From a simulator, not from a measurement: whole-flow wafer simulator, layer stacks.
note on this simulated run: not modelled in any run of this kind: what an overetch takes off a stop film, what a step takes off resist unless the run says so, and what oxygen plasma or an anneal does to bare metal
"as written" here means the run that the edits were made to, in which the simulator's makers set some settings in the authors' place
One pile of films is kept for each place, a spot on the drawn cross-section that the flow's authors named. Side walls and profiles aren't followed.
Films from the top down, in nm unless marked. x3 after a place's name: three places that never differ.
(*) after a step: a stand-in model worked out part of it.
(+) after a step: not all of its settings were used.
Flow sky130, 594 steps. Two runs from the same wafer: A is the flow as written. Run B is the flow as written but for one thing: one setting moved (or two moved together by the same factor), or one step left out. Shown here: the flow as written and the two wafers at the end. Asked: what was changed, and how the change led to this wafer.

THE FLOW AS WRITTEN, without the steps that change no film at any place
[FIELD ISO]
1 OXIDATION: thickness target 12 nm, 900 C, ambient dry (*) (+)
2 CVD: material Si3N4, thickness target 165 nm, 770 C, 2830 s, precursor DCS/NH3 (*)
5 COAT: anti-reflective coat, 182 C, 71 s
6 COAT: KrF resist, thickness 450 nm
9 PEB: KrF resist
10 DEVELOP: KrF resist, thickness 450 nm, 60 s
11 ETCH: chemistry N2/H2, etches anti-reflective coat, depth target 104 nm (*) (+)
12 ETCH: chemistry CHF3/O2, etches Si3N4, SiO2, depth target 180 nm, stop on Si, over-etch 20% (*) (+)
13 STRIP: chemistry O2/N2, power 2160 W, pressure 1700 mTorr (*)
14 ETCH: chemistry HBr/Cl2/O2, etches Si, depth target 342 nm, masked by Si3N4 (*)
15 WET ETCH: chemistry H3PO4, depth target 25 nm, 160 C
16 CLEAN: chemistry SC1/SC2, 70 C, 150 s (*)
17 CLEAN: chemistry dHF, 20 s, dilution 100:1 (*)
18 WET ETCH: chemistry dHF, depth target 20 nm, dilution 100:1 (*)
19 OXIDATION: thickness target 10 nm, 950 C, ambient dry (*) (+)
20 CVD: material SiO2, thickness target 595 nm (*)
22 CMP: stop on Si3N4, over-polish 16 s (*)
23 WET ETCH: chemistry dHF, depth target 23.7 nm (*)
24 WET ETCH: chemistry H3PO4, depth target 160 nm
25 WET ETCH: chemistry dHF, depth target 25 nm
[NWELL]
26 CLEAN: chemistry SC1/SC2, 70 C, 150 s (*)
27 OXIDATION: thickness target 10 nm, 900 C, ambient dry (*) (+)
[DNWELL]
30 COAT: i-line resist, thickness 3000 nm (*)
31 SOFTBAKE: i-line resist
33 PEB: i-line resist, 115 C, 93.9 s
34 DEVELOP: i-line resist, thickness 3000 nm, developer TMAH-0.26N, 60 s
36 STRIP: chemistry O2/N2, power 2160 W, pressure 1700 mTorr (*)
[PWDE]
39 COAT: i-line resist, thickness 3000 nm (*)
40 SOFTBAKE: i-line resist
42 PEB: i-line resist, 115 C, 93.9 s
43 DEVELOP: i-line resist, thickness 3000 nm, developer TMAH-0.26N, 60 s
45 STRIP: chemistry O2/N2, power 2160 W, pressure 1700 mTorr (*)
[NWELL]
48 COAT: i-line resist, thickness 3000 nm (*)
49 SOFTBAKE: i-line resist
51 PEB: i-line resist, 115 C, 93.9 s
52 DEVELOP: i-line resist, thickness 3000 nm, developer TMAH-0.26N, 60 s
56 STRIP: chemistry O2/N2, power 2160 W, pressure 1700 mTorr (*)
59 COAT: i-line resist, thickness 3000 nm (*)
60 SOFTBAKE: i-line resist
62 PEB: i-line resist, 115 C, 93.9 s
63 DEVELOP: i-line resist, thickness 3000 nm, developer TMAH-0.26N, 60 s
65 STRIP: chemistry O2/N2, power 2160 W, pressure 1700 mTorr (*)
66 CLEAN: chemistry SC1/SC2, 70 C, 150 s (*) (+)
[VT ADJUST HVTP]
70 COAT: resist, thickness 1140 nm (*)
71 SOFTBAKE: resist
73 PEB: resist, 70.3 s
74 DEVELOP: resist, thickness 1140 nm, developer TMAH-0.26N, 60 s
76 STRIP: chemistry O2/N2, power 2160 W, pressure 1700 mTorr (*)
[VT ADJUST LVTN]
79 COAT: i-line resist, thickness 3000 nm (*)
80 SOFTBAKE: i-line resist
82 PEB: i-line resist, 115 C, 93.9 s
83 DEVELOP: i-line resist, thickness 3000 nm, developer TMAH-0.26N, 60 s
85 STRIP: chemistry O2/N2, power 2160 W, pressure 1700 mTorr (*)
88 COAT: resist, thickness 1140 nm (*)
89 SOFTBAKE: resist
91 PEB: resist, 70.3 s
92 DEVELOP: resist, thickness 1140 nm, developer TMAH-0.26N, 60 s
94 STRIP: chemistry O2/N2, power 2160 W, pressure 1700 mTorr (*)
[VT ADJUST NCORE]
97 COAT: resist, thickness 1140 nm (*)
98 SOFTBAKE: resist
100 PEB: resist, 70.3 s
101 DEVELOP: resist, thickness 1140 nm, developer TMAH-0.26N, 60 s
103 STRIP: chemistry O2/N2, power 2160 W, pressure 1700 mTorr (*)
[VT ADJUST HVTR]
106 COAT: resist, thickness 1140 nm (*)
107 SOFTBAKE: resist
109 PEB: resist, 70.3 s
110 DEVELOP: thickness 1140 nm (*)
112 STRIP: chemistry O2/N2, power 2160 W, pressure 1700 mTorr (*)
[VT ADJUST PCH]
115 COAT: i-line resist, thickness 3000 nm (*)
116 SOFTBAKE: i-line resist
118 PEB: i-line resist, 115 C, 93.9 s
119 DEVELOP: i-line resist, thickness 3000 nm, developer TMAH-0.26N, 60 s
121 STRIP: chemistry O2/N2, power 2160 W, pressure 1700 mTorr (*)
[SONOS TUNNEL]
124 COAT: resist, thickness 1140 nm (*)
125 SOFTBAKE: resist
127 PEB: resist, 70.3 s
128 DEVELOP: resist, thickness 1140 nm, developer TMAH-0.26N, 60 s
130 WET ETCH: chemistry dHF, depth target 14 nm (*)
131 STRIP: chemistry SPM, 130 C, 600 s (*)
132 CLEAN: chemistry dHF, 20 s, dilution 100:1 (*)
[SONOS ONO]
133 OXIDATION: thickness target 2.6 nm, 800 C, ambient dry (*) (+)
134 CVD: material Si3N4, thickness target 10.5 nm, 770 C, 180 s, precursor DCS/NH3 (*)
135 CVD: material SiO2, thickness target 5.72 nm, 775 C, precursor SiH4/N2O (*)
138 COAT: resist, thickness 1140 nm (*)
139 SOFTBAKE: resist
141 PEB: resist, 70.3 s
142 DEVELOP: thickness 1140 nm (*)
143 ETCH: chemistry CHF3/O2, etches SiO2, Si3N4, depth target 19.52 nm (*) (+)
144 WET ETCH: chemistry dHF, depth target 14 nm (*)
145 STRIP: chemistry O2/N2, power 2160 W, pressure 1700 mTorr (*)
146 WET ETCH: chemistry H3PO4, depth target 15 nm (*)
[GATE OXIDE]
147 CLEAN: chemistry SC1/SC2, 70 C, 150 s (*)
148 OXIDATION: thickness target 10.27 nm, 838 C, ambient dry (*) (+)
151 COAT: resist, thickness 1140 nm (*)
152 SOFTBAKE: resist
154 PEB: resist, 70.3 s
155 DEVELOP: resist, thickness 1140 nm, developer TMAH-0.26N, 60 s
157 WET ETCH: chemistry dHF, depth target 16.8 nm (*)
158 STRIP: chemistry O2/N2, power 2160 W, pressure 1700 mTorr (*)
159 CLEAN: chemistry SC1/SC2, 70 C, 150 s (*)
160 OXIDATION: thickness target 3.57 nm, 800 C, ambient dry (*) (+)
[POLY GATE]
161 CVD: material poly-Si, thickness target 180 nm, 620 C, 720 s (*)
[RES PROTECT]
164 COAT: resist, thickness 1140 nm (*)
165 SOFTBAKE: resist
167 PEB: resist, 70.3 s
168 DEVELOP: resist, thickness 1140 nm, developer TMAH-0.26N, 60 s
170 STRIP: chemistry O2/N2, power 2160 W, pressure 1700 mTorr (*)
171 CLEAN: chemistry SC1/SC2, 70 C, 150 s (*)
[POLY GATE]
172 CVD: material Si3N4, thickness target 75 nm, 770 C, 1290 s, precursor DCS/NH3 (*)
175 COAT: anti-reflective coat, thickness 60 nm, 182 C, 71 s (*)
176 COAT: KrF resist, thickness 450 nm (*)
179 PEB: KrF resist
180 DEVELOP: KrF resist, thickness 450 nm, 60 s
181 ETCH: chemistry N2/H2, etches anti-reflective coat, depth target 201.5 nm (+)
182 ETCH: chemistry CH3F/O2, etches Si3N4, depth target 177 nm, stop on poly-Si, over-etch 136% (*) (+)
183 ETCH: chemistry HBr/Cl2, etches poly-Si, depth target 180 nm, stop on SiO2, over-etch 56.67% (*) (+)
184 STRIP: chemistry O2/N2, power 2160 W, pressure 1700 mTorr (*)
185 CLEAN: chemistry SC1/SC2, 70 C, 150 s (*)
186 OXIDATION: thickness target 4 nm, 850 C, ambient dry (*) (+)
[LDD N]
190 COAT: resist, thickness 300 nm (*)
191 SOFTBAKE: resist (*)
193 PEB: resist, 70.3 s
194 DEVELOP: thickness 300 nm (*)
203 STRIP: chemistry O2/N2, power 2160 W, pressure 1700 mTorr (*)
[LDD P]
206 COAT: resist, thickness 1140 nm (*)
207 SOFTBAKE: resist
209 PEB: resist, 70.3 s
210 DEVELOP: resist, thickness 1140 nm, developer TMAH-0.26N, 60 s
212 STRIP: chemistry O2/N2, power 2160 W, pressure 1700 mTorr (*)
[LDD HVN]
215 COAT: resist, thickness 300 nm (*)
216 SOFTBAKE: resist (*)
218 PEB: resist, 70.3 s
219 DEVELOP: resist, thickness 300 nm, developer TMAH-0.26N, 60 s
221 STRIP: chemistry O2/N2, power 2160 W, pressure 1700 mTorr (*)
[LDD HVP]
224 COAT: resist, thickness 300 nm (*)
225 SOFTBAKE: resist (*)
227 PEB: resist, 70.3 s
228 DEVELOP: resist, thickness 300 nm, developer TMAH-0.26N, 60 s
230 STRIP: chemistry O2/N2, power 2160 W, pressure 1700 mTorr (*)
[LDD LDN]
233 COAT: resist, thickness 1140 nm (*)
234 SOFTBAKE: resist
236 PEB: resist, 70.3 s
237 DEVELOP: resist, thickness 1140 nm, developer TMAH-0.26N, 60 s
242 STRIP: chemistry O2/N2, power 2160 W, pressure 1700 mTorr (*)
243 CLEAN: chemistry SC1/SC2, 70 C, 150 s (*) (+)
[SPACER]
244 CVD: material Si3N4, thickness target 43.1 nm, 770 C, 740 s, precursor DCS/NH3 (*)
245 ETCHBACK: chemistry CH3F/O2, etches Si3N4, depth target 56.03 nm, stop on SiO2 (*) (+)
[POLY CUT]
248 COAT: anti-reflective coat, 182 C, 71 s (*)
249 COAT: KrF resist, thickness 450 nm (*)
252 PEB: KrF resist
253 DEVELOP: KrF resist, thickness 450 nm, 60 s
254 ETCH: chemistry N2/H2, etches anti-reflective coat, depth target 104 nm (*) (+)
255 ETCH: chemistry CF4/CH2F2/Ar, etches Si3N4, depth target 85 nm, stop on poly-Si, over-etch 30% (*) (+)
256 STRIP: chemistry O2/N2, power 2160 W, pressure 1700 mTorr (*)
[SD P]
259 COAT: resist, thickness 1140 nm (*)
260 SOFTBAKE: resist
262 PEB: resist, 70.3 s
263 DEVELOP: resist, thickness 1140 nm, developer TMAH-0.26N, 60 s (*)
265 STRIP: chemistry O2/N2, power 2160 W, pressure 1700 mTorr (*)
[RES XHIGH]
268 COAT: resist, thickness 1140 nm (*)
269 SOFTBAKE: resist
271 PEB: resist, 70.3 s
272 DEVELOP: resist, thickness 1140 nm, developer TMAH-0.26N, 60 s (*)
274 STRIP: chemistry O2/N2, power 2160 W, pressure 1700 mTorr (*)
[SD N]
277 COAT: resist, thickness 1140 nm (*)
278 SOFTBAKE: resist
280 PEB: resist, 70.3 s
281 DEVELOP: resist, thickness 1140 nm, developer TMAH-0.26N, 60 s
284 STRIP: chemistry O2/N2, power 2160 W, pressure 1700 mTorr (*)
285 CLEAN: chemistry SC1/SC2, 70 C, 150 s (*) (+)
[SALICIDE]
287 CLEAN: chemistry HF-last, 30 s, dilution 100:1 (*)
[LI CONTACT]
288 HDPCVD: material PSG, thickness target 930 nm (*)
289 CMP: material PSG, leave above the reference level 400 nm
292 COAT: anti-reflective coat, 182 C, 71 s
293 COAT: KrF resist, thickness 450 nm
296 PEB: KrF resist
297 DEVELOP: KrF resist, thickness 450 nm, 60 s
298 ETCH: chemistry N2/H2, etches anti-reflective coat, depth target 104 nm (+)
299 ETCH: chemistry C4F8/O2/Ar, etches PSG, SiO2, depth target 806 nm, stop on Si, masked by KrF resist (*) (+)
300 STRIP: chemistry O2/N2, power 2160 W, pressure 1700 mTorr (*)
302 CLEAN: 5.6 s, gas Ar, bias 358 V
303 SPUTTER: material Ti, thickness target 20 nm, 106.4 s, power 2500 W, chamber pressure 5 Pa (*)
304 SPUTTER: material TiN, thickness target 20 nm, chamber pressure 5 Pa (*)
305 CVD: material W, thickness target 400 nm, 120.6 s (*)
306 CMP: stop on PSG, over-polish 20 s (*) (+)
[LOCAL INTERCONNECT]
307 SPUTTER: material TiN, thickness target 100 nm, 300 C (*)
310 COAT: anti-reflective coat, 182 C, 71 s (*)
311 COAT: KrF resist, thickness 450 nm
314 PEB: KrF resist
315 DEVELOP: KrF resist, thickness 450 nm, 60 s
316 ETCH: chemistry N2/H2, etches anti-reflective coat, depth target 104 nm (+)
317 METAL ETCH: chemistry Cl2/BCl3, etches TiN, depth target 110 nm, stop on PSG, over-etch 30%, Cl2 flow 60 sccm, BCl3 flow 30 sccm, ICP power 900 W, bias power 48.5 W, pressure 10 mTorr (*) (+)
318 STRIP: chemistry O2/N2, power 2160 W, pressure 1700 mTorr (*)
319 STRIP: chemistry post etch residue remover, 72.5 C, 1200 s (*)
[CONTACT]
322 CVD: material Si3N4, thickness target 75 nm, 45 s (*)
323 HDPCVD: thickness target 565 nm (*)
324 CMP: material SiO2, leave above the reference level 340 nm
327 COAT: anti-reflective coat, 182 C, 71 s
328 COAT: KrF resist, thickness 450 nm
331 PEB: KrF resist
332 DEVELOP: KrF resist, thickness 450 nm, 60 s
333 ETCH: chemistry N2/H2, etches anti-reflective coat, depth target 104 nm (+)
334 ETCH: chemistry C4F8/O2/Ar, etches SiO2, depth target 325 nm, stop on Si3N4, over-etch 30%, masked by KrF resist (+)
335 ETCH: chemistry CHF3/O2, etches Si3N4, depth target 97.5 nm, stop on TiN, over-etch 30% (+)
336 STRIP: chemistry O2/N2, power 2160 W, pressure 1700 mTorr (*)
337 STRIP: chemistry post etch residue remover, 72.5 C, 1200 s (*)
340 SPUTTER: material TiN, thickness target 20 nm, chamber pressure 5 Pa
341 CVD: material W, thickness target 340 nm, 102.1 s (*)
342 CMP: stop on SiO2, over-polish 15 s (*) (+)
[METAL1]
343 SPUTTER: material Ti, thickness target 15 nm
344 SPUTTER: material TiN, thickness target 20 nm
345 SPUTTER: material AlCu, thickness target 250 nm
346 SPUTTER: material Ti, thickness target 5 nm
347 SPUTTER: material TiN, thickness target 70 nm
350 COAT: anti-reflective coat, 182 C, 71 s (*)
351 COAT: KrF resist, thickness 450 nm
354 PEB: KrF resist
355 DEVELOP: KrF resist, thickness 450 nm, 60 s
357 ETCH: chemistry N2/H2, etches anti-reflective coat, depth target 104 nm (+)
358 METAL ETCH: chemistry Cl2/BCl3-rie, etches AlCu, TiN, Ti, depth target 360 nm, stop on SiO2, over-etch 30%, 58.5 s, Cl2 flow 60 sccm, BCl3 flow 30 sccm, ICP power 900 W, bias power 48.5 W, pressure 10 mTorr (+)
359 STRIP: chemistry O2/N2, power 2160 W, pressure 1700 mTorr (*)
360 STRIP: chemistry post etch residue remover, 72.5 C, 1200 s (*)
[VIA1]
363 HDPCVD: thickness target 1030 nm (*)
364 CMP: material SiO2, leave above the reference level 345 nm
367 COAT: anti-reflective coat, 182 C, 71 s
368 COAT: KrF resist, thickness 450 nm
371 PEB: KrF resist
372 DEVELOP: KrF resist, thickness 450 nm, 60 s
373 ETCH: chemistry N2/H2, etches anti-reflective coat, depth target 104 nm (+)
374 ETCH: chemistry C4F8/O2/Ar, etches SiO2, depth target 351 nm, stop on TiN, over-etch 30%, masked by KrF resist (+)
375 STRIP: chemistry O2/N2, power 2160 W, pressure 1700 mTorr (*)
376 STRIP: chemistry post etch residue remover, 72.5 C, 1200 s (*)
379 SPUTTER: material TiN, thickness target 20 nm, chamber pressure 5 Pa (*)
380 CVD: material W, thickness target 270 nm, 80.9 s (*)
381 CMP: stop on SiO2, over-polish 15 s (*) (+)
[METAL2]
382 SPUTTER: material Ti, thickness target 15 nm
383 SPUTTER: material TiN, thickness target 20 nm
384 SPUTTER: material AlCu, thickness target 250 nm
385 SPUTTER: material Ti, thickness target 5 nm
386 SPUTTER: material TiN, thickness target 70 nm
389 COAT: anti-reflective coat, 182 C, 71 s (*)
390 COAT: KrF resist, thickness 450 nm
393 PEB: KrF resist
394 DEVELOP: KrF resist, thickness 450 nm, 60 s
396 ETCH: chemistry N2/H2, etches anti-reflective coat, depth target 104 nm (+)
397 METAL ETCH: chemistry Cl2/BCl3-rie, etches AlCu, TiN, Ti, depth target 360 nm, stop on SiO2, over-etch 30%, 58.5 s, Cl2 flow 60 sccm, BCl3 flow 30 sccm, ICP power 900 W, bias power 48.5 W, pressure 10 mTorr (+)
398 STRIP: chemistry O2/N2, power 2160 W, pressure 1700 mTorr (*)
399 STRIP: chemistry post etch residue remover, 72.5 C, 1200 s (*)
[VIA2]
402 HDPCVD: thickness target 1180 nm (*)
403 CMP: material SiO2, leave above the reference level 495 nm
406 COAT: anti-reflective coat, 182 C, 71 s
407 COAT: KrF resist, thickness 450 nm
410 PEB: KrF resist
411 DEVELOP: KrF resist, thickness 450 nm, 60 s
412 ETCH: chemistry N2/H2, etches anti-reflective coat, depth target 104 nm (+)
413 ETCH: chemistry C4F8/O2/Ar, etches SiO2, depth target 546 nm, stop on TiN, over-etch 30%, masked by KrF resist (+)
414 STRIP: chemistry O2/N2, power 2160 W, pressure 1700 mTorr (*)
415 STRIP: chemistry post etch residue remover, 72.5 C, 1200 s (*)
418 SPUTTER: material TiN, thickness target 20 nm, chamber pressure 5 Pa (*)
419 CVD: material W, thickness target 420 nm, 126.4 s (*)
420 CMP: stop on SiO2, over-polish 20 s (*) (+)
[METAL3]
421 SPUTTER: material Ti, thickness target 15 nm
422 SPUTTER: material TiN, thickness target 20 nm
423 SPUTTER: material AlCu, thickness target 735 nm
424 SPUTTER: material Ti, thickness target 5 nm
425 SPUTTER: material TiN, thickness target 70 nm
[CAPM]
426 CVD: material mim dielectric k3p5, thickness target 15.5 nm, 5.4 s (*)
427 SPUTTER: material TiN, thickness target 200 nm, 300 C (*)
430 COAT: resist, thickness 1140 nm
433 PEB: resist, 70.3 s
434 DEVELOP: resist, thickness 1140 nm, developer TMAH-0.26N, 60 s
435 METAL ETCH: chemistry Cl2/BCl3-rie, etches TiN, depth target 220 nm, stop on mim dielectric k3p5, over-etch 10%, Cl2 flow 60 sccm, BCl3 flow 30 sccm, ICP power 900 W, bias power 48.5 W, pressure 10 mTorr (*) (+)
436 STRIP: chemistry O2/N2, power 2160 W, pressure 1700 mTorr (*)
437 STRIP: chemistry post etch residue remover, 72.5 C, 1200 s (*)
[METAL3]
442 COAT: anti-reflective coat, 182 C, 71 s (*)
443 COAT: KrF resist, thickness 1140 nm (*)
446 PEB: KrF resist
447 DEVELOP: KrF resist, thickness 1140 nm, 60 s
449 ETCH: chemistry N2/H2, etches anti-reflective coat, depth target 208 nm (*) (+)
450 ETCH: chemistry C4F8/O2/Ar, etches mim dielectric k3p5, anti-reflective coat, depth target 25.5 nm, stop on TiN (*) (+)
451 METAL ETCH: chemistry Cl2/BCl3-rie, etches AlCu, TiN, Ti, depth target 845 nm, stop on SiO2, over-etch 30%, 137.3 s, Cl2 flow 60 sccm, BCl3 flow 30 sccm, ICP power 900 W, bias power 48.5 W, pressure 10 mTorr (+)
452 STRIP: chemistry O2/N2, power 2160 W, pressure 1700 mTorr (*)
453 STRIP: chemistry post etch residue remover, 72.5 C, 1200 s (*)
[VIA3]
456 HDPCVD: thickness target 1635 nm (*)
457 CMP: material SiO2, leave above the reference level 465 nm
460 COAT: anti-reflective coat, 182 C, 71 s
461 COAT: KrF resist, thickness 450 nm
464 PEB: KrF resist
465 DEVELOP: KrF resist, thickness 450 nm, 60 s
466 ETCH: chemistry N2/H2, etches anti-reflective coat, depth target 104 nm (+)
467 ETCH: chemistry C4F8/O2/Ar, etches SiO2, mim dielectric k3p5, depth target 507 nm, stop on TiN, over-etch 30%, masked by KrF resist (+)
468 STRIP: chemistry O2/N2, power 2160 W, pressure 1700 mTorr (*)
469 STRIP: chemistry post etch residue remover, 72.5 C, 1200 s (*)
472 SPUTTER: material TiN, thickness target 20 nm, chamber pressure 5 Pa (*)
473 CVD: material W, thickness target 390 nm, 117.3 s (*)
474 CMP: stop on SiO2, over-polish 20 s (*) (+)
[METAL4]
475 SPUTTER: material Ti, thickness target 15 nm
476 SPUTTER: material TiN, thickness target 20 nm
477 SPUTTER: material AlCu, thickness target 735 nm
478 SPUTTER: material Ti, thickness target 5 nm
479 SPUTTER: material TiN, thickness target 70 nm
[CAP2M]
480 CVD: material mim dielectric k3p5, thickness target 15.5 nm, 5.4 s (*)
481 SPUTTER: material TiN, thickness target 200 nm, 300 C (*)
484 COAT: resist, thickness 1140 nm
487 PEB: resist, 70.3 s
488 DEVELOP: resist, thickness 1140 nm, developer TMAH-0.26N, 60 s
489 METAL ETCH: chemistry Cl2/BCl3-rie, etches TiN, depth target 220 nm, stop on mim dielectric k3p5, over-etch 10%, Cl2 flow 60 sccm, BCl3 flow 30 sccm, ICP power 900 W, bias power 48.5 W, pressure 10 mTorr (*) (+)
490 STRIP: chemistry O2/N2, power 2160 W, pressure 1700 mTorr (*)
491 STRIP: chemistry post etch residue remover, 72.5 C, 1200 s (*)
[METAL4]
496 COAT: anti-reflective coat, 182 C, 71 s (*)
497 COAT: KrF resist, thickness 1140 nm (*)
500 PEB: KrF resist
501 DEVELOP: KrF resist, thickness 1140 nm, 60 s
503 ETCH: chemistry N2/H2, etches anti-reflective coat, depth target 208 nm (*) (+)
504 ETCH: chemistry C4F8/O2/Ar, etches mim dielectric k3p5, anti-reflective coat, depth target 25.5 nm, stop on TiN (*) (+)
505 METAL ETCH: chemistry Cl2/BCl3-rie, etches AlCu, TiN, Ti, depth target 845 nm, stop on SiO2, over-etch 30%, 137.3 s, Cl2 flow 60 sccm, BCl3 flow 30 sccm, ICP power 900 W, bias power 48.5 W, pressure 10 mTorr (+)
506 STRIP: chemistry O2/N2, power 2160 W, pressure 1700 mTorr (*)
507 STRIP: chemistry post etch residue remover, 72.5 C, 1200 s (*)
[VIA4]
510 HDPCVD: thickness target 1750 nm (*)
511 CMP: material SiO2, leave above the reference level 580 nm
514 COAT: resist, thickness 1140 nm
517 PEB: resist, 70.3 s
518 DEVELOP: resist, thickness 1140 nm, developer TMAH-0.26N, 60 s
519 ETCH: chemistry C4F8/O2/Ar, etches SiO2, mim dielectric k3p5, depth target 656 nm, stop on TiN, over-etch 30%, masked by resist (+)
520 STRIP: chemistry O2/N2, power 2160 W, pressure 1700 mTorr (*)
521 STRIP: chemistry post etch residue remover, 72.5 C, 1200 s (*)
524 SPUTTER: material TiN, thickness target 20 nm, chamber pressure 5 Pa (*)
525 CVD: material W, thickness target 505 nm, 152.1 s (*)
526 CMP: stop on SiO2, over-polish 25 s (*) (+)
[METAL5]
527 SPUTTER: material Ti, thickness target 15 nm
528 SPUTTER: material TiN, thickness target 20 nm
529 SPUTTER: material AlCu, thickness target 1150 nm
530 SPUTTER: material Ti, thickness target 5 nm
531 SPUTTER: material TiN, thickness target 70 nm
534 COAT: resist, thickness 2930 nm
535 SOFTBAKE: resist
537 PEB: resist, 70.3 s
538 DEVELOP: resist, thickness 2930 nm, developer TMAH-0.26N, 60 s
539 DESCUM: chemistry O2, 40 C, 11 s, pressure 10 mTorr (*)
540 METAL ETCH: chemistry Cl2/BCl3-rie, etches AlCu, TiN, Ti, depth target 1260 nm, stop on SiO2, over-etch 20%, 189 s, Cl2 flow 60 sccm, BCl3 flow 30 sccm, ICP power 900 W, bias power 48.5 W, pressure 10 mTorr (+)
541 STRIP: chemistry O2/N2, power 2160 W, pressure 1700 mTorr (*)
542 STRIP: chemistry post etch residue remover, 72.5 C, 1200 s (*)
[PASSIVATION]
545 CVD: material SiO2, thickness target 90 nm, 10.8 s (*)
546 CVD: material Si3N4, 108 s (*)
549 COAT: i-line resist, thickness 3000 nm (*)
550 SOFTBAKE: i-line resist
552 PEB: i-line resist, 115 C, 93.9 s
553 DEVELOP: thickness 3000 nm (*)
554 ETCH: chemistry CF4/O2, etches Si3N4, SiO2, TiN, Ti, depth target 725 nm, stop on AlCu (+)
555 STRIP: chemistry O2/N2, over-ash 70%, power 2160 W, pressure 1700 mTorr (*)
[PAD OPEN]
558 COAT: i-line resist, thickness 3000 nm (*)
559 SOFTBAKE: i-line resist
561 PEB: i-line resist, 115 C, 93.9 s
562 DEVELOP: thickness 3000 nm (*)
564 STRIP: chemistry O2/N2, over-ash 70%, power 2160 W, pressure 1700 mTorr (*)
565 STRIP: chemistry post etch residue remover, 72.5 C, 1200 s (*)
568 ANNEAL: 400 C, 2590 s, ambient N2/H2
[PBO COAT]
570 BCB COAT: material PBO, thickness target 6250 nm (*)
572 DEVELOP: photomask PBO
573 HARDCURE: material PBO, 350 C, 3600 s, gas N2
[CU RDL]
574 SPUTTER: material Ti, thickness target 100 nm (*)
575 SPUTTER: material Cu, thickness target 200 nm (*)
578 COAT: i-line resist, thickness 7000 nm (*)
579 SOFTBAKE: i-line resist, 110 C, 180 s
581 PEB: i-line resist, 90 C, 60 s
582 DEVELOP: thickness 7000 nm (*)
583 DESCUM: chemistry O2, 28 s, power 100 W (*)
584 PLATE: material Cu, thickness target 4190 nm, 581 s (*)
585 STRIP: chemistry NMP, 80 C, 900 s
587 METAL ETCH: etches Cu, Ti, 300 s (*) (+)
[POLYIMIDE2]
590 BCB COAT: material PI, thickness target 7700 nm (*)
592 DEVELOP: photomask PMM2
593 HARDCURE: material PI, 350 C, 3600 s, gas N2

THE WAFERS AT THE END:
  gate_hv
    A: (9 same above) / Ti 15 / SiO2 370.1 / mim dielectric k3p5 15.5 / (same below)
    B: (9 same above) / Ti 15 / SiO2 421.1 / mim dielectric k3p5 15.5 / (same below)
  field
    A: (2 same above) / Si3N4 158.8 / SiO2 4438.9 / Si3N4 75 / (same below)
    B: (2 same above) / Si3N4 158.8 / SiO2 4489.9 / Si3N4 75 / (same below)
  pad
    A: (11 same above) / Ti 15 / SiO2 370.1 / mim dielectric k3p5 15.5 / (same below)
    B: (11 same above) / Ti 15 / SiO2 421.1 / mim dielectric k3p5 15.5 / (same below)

The cause: step 457, CMP: leave above the reference level 516 nm was run, where the flow has leave above the reference level 465 nm.

How the change led to this, step by step:
  457 CMP: material SiO2, leave above the reference level 465 nm
      n_well, p_well, gate_hv and 99 more: A SiO2 -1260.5 | B SiO2 -1209.5
      field, active, gate and 82 more: A SiO2 -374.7 | B SiO2 -323.7
      (and at 5 more places)
  467 ETCH: chemistry C4F8/O2/Ar, etches SiO2, mim dielectric k3p5, depth target 507 nm, stop on TiN, over-etch 30%, masked by KrF resist (+)
      m1: A SiO2 -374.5 (all of it), mim dielectric k3p5 -15.5 (all of it) | B SiO2 -425.5 (all of it), mim dielectric k3p5 -15.5 (all of it)
      via3_hole: A SiO2 -373.9 (all of it), mim dielectric k3p5 -15.5 (all of it) | B SiO2 -424.9 (all of it), mim dielectric k3p5 -15.5 (all of it)
  472 SPUTTER: material TiN, thickness target 20 nm, chamber pressure 5 Pa (*)
      m1, via3_hole: A TiN +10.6 | B TiN +9.9
  473 CVD: material W, thickness target 390 nm, 117.3 s (*)
      m1: A W +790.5 (new film) | B W +842.1 (new film)
      via3_hole: A W +789.9 (new film) | B W +841.5 (new film)
